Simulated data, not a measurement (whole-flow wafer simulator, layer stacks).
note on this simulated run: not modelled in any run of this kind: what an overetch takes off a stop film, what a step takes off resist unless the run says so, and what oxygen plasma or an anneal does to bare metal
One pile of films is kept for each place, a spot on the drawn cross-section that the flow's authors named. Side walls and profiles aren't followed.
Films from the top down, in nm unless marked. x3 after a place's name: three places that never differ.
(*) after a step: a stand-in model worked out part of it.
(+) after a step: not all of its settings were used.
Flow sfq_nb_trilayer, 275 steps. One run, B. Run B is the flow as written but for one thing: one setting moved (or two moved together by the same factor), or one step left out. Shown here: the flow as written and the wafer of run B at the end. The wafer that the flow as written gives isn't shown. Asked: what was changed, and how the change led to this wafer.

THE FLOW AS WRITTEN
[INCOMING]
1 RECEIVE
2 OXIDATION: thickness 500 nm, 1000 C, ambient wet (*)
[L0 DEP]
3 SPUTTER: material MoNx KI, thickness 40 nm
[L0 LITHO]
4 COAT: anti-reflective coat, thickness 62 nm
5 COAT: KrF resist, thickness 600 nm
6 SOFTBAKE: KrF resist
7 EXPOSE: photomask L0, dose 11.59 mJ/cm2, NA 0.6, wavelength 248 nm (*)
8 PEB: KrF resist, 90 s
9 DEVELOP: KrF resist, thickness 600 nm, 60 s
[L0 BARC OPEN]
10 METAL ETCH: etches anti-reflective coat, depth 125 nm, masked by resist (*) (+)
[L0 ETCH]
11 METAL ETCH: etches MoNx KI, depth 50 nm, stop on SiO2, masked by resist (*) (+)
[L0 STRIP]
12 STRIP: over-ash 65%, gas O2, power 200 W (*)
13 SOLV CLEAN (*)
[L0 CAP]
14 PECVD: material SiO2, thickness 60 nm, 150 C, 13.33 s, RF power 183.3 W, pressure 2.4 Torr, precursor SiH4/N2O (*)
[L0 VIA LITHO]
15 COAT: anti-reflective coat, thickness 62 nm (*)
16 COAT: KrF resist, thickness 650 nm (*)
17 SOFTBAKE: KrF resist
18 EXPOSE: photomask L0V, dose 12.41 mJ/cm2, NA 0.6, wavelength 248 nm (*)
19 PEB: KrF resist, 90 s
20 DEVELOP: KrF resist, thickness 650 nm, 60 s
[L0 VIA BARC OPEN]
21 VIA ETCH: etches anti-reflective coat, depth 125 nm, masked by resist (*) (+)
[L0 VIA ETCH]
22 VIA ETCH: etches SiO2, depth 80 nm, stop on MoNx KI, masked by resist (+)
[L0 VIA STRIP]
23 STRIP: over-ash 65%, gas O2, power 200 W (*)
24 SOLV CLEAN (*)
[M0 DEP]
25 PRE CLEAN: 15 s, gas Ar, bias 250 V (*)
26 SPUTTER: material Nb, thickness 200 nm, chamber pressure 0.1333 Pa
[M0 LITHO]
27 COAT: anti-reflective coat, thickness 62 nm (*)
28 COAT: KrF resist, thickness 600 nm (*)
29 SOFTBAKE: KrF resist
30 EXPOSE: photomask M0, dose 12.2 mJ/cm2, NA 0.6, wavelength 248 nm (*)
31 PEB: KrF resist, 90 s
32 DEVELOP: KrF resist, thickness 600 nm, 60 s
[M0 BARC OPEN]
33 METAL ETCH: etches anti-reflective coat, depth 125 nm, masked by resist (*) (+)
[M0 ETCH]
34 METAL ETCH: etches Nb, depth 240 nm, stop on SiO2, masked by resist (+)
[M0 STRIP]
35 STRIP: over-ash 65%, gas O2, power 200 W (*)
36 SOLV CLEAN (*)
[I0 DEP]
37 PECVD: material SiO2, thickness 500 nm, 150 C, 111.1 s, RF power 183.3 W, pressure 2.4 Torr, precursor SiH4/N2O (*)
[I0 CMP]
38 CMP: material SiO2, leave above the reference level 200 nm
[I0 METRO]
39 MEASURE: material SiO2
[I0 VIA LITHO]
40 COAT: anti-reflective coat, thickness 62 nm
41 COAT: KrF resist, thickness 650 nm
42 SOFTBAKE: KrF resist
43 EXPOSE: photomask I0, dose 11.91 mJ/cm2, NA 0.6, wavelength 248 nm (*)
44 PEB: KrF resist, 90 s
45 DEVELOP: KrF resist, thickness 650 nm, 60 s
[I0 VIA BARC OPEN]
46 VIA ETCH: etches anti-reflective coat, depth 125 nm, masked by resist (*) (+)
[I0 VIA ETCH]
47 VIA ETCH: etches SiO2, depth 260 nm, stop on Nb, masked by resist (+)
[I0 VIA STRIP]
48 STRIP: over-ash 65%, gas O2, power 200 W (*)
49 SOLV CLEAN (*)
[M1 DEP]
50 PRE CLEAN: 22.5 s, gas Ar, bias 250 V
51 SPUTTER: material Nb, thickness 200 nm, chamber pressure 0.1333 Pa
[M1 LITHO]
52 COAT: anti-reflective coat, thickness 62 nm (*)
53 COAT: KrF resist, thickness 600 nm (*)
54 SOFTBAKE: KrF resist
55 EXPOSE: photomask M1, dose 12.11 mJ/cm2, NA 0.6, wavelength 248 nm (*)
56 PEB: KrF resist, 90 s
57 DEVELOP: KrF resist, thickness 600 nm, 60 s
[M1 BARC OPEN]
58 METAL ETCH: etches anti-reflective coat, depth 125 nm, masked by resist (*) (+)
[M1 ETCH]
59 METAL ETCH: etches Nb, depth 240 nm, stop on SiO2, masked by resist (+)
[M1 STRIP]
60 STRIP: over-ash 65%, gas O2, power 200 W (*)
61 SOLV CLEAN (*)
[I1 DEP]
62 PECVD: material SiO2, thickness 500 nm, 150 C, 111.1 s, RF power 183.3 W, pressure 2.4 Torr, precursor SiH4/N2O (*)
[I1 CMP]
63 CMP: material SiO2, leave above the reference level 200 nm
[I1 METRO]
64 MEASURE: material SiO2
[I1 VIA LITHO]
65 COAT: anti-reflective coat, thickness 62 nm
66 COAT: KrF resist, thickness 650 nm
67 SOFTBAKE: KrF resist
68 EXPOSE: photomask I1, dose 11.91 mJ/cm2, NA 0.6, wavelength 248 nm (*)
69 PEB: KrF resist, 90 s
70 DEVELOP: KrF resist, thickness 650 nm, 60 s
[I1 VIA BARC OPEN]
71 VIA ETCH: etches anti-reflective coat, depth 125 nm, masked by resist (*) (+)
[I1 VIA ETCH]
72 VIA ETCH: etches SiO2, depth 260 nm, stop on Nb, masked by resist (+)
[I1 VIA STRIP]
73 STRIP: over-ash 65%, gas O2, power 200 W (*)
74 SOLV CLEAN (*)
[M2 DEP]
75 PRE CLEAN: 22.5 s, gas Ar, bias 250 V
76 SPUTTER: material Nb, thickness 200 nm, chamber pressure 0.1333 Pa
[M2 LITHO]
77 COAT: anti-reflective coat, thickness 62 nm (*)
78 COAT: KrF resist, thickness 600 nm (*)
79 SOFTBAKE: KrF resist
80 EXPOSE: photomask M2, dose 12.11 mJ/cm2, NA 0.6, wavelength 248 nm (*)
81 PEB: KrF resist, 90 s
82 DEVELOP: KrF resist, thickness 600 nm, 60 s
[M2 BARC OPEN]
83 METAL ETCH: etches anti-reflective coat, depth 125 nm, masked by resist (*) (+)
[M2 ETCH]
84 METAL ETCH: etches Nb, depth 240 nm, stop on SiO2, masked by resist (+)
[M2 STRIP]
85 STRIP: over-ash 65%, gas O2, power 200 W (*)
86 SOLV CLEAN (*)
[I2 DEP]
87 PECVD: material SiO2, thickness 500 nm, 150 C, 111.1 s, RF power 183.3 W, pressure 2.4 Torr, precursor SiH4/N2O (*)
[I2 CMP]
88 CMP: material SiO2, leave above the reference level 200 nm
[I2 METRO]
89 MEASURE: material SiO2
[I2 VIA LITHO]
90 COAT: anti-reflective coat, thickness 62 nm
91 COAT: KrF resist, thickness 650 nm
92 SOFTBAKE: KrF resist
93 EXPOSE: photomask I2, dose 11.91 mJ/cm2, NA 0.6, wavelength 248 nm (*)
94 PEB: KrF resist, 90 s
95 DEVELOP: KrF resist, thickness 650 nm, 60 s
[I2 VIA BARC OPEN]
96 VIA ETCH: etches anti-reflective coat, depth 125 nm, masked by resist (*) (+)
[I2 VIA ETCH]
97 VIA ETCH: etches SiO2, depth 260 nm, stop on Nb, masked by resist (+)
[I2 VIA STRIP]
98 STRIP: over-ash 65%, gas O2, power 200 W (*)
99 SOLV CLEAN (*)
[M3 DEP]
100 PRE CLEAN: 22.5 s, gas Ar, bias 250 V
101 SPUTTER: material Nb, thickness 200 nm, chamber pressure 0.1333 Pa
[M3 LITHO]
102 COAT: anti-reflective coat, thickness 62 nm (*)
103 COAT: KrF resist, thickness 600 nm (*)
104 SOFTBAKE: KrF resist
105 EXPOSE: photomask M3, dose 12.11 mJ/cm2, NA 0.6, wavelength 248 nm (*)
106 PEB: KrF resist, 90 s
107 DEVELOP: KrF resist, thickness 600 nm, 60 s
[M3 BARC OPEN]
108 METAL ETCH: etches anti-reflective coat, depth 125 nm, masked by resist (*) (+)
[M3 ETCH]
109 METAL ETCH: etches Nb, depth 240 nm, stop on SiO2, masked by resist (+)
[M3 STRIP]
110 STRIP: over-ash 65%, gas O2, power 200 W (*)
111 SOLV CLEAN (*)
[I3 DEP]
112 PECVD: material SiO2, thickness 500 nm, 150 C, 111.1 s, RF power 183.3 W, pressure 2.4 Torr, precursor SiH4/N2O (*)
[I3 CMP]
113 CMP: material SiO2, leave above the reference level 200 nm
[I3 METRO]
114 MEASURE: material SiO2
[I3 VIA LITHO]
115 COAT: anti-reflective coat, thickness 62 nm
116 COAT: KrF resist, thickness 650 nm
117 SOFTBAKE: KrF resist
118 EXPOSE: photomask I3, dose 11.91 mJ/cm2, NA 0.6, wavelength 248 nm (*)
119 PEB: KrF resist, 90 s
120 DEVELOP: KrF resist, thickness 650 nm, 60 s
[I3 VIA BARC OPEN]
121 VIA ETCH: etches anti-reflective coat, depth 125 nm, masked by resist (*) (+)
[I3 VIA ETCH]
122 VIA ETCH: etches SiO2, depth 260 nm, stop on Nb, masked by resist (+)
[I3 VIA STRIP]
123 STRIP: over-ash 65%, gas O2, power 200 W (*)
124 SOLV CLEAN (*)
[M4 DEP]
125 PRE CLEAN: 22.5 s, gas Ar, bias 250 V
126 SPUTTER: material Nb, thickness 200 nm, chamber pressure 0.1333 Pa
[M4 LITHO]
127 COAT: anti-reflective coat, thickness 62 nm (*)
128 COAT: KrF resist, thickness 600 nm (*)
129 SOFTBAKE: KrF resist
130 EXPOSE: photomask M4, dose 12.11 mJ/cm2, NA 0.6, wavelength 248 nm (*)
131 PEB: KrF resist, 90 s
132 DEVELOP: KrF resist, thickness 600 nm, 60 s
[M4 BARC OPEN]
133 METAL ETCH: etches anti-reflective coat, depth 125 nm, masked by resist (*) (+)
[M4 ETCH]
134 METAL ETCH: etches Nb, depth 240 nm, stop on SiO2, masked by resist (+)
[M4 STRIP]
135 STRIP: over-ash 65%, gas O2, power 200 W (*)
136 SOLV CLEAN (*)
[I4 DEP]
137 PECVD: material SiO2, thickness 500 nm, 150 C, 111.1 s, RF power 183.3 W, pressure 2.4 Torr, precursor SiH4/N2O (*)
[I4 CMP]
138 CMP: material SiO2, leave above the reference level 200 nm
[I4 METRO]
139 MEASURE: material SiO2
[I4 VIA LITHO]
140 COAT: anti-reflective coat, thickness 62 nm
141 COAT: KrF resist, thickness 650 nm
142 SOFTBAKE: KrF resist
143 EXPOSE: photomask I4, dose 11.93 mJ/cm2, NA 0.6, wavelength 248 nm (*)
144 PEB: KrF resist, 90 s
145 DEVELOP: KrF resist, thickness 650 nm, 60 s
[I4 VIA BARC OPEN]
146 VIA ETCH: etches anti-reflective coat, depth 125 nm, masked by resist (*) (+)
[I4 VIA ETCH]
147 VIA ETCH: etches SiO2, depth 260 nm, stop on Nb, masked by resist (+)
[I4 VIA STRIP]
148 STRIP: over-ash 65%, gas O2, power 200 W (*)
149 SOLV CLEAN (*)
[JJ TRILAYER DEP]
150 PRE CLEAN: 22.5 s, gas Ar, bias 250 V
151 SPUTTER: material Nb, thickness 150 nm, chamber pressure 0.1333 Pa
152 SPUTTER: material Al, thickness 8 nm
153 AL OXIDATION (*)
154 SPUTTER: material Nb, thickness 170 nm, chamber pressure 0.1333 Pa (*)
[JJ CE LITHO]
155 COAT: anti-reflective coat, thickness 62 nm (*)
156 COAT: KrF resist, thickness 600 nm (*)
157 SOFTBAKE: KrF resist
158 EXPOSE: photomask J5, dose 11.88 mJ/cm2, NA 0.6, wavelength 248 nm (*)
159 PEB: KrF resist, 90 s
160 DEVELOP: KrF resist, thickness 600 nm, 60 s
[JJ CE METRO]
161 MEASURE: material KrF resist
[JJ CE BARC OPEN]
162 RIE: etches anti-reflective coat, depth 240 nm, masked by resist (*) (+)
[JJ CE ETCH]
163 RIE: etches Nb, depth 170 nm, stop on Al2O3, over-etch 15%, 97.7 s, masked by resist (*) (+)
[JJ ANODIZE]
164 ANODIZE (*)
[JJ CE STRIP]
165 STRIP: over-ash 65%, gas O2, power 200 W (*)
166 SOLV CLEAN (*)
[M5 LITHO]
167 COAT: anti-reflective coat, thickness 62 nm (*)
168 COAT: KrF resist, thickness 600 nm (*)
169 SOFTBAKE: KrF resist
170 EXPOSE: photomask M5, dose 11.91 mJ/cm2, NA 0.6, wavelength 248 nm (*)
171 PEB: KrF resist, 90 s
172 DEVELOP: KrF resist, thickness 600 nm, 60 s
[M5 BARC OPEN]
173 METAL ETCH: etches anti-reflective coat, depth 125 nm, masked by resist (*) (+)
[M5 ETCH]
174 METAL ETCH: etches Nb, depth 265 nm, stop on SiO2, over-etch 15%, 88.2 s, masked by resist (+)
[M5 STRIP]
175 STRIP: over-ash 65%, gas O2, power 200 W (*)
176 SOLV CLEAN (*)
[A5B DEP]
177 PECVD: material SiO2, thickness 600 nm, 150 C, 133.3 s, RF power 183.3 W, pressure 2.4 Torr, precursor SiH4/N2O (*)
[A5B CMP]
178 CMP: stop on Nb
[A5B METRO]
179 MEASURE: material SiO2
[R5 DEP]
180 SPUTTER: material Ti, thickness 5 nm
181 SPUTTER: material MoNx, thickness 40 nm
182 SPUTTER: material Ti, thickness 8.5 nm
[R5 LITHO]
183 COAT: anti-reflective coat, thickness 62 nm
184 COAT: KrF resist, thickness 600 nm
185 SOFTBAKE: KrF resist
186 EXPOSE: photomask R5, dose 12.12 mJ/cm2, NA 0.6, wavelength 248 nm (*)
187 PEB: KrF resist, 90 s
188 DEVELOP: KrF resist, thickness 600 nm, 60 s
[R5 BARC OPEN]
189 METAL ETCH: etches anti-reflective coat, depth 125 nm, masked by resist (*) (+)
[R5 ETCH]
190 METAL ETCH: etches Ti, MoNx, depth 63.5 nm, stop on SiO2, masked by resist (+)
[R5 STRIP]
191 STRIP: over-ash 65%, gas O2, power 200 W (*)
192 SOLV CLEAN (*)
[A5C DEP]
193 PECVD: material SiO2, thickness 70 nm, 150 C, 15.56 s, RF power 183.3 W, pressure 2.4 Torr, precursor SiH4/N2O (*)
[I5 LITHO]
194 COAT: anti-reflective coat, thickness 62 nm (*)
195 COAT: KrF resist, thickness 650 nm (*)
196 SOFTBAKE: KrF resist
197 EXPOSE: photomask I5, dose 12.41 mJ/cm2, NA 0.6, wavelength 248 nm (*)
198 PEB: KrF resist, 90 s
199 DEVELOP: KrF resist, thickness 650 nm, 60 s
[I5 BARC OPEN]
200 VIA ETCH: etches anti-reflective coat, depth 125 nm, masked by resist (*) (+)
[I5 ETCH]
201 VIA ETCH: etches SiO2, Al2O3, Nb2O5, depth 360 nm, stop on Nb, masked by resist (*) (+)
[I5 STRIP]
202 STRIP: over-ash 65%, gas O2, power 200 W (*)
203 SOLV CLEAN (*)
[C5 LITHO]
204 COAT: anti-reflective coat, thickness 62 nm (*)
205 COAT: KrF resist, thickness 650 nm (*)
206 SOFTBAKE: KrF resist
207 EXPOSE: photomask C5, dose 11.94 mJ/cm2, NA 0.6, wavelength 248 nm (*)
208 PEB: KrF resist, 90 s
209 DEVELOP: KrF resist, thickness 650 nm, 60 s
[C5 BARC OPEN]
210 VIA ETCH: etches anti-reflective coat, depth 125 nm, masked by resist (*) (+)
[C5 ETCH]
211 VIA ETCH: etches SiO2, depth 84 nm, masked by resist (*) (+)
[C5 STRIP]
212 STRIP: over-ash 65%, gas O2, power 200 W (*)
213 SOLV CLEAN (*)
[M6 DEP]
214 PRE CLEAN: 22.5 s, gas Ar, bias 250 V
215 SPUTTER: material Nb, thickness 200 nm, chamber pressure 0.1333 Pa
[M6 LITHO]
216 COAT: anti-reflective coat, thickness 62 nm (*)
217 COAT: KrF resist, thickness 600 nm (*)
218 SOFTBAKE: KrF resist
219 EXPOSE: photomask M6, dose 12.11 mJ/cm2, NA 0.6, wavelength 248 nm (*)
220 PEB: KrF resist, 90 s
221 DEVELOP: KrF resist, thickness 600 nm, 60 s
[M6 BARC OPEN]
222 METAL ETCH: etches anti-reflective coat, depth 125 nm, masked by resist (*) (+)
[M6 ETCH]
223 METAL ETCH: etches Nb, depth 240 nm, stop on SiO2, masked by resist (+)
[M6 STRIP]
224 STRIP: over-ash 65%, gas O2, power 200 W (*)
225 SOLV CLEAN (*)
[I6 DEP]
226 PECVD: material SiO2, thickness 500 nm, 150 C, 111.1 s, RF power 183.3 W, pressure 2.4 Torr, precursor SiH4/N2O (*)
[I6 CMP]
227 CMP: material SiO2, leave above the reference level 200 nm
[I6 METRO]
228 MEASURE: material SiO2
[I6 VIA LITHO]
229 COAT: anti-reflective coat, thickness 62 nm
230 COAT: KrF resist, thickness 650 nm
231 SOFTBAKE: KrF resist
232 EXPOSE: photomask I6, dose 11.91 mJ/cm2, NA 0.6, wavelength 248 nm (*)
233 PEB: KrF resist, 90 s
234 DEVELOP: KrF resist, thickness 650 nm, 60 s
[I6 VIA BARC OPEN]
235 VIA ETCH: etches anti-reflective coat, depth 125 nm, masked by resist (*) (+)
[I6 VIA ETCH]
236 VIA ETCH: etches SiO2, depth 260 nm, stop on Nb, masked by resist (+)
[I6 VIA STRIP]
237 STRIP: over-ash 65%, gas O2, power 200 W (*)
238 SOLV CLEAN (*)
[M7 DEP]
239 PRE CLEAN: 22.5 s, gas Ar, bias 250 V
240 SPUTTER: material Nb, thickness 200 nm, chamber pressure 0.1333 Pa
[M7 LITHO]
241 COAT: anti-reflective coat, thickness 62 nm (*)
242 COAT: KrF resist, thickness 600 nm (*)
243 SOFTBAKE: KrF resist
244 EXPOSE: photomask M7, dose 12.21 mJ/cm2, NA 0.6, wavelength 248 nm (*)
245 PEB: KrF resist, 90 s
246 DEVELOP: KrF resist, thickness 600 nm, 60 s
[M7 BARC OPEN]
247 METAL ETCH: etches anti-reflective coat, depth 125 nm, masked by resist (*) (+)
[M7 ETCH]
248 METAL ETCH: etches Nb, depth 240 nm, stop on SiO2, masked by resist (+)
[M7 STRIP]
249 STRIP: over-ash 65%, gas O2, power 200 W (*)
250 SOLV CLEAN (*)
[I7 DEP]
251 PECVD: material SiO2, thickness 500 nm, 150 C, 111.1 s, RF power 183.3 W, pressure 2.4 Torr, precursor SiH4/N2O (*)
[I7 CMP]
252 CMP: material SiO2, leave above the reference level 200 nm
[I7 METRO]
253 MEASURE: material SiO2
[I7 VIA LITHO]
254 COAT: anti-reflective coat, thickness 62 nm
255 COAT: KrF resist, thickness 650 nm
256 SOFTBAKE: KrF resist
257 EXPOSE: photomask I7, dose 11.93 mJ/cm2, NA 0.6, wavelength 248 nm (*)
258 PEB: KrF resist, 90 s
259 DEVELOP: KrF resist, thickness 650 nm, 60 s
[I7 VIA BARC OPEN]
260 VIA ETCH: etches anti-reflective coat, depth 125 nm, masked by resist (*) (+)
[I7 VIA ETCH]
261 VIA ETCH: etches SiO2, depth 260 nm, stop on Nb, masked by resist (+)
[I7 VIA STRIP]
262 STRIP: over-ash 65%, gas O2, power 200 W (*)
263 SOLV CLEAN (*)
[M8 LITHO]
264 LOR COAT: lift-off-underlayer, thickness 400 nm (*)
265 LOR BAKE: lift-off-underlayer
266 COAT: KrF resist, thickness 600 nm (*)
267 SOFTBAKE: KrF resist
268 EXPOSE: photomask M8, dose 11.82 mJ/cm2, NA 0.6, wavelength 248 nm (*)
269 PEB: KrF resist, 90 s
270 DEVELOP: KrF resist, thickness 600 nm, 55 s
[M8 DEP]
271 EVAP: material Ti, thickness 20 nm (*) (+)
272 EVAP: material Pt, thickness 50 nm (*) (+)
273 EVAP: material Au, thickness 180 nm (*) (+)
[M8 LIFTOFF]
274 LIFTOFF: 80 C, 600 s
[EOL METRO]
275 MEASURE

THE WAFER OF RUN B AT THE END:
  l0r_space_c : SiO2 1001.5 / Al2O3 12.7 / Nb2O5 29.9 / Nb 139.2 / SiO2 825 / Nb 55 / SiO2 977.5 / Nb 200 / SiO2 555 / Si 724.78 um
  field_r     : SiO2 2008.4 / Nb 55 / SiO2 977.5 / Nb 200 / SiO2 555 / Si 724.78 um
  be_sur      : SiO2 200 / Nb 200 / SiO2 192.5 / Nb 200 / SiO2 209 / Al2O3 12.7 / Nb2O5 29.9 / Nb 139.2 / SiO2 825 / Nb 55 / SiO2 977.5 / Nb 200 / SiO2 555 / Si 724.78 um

The cause: step 101, SPUTTER: thickness 295 nm was run, where the flow has thickness 200 nm.

How the change led to this, step by step:
  101 SPUTTER: material Nb, thickness 200 nm, chamber pressure 0.1333 Pa
      field_l, v_sur, via_wl and 102 more: Nb +295 (new film) (as written it would be: Nb +200 (new film))
      via_w: Nb +245.5 (as written it would be: Nb +165.5)
  102 COAT: anti-reflective coat, thickness 62 nm (*)
      via_wl, via_wr: anti-reflective coat +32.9 (new film) (as written it would be: anti-reflective coat +34.2 (new film))
  109 METAL ETCH: etches Nb, depth 240 nm, stop on SiO2, masked by resist (+)
      field_l, be, be_sur and 72 more: Nb -240 (as written it would be: Nb -200 (all of it))
  110 STRIP: over-ash 65%, gas O2, power 200 W (*)
      via_wl, via_wr: KrF resist -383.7 (all of it), anti-reflective coat -32.9 (all of it) (as written it would be: KrF resist -384.2 (all of it), anti-reflective coat -34.2 (all of it))
  112 PECVD: material SiO2, thickness 500 nm, 150 C, 111.1 s, RF power 183.3 W, pressure 2.4 Torr, precursor SiH4/N2O (*)
      field_l, be, be_sur and 64 more: SiO2 +500 (new film) (as written it would be: SiO2 +500)
      p4_g1, p4_g2, p3_s0, p3_s1, p3_s2, p3_s3, p3_s4, p3_s5: SiO2 +597.1 (new film) (as written it would be: SiO2 +557.1)
  113 CMP: material SiO2, leave above the reference level 200 nm
      field_l, be, be_sur and 64 more: SiO2 -60 (as written it would be: SiO2 -100)
      via_w: SiO2 -157.1 (as written it would be: SiO2 -181.6)
Counting metal films that touch as one body, l0r_space_c has 3 bodies (between them, from the top down: SiO2 825; SiO2 977.5); the flow as written gives 2 bodies (between them, from the top down: SiO2 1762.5).
Counting metal films that touch as one body, field_r has 2 bodies (between them, from the top down: SiO2 977.5); the flow as written gives 1 body.
Counting metal films that touch as one body, be_sur has 5 bodies (between them, from the top down: SiO2 192.5; SiO2 209 / Al2O3 12.7 / Nb2O5 29.9; SiO2 825; SiO2 977.5); the flow as written gives 4 bodies (between them, from the top down: SiO2 192.5; SiO2 209 / Al2O3 12.7 / Nb2O5 29.9; SiO2 1762.5).
